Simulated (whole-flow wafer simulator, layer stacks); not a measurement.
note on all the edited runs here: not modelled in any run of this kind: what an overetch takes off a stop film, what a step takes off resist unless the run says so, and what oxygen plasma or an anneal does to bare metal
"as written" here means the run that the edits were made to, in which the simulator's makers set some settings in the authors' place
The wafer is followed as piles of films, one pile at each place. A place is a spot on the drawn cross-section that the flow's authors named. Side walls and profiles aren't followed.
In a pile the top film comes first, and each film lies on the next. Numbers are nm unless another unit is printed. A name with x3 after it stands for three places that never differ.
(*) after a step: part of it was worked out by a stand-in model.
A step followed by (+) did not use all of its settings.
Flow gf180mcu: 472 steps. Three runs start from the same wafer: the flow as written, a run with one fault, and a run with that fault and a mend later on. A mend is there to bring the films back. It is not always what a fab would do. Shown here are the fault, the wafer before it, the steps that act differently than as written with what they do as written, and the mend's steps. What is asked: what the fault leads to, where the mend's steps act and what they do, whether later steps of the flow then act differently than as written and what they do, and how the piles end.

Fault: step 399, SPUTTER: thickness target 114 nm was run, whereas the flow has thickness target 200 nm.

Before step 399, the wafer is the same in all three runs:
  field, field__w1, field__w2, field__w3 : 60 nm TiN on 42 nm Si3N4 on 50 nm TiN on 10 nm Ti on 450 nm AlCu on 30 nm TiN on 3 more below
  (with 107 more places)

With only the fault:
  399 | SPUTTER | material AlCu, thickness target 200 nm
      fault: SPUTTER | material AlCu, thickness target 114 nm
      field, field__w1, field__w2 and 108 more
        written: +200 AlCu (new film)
        fault: +114 AlCu (new film)
  Later steps of the flow acting differently than as written (not shown: 3 more steps that differ only slightly, by at most 2% or 0.5 nm, whichever is larger):
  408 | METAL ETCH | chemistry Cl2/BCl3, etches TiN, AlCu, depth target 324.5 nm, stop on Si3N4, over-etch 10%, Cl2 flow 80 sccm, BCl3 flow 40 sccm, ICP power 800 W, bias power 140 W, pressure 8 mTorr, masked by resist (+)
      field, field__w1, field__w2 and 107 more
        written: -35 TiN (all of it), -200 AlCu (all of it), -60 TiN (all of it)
        fault: -35 TiN (all of it), -114 AlCu (all of it), -60 TiN (all of it)
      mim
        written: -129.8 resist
        fault: -92 resist
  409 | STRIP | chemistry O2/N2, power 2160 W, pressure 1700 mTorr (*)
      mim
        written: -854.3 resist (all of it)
        fault: -892.2 resist (all of it)
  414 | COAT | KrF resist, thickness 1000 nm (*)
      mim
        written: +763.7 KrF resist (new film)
        fault: +830.2 KrF resist (new film)
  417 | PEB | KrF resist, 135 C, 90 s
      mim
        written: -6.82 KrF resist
        fault: -7.87 KrF resist
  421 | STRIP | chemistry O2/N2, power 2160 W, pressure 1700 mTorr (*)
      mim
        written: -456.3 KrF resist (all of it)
        fault: -521.8 KrF resist (all of it)
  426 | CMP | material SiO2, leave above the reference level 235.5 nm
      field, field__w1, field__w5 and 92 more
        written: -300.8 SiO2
        fault: -386.8 SiO2
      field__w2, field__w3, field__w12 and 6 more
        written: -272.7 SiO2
        fault: -358.7 SiO2
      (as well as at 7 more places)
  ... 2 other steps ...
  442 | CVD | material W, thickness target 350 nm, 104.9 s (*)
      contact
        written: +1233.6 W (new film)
        fault: +1146.9 W (new film)
  By the end, the piles at field__w4, field__w8, contact, m1, m1__w1, mim, mim_1p0, m1_nw depart from the flow's by more than 2% or 0.5 nm, whichever is larger.
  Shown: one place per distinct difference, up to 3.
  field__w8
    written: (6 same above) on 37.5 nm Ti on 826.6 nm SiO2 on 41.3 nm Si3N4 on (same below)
    fault: (6 same above) on 37.5 nm Ti on 740.6 nm SiO2 on 41.3 nm Si3N4 on (same below)
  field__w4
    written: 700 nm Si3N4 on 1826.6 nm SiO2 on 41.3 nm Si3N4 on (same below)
    fault: 700 nm Si3N4 on 1740.6 nm SiO2 on 41.3 nm Si3N4 on (same below)
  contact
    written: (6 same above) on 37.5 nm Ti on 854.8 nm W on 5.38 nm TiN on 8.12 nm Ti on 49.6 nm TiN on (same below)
    fault: (6 same above) on 37.5 nm Ti on 768.1 nm W on 5.65 nm TiN on 8.53 nm Ti on 49.6 nm TiN on (same below)

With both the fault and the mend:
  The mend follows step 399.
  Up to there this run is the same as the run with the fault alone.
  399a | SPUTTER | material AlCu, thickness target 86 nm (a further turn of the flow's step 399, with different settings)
      field, field__w1, field__w2 and 108 more
        +86 AlCu
  None of the later steps of the flow acts differently than as written at any place that is followed.
  The piles end the same as the flow's at every place that both follow.
